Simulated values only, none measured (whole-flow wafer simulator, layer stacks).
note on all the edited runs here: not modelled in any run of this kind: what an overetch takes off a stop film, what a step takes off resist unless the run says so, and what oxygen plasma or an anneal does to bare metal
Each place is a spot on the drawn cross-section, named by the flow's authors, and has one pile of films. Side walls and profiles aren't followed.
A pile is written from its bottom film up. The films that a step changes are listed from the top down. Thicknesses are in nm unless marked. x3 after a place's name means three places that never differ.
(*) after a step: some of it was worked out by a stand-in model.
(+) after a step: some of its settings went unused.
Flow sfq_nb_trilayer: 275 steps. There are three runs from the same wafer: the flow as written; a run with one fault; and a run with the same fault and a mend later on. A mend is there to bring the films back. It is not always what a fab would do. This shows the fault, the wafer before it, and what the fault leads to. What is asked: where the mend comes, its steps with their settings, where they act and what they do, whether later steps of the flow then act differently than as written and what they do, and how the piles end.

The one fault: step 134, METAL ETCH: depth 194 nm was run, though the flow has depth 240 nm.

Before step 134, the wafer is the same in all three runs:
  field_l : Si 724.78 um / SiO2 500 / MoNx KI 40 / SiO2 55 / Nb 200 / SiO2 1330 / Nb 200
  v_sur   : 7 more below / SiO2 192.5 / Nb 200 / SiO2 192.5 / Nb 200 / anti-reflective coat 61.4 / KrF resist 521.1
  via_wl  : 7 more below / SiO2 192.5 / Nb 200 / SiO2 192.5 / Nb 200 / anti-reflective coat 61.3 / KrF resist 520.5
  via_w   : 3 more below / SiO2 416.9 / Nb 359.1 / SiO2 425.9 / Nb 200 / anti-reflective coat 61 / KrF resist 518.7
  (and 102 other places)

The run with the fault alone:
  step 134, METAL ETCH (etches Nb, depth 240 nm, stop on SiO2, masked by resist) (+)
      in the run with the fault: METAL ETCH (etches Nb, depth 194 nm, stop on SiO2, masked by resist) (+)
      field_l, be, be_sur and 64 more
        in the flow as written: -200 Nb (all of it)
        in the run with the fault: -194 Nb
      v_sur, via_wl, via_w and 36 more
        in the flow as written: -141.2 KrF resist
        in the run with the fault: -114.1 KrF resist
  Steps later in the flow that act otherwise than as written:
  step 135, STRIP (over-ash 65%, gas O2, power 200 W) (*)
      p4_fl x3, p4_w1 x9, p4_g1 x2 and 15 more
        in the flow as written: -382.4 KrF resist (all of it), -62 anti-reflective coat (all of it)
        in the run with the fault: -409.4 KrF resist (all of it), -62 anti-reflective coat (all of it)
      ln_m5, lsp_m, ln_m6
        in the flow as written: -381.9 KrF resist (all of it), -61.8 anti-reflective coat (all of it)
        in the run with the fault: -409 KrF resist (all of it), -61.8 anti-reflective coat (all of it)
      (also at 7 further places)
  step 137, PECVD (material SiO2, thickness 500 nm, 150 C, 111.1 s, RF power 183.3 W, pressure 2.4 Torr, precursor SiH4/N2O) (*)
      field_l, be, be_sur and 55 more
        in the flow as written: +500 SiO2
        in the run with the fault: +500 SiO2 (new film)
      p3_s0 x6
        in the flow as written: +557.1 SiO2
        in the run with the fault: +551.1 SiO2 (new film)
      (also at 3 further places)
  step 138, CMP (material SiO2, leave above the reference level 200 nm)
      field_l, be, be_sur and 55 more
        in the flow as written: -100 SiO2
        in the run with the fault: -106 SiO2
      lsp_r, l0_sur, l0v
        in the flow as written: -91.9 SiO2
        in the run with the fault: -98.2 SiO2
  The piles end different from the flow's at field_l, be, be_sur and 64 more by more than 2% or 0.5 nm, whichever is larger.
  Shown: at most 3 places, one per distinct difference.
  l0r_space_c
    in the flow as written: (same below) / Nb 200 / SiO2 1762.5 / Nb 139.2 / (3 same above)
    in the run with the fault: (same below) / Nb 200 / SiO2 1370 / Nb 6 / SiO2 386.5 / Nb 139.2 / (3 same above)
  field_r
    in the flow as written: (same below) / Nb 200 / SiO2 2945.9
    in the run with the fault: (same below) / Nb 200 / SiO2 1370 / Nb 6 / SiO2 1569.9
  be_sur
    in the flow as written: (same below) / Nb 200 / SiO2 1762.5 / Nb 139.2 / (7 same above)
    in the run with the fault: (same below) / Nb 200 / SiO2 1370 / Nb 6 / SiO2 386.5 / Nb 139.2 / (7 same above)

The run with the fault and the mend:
  The mend stands after step 134.
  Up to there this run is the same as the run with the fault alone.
  step 134a, METAL ETCH (etches Nb, depth 46 nm, stop on SiO2, masked by resist) (+) (the flow's step 134, run once more with other settings)
      field_l, be, be_sur and 64 more
        -6 Nb (all of it)
      v_sur, via_wl, via_w and 36 more
        -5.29 KrF resist
  Steps later in the flow that act otherwise than as written:
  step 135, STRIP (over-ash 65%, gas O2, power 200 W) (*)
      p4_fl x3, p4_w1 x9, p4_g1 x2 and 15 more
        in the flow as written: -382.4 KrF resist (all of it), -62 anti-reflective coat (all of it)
        in the run with the mend: -404.1 KrF resist (all of it), -62 anti-reflective coat (all of it)
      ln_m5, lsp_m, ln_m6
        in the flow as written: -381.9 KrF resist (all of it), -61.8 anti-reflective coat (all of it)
        in the run with the mend: -403.7 KrF resist (all of it), -61.8 anti-reflective coat (all of it)
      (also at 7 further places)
  At every place that both follow, the piles at the end match the flow's.
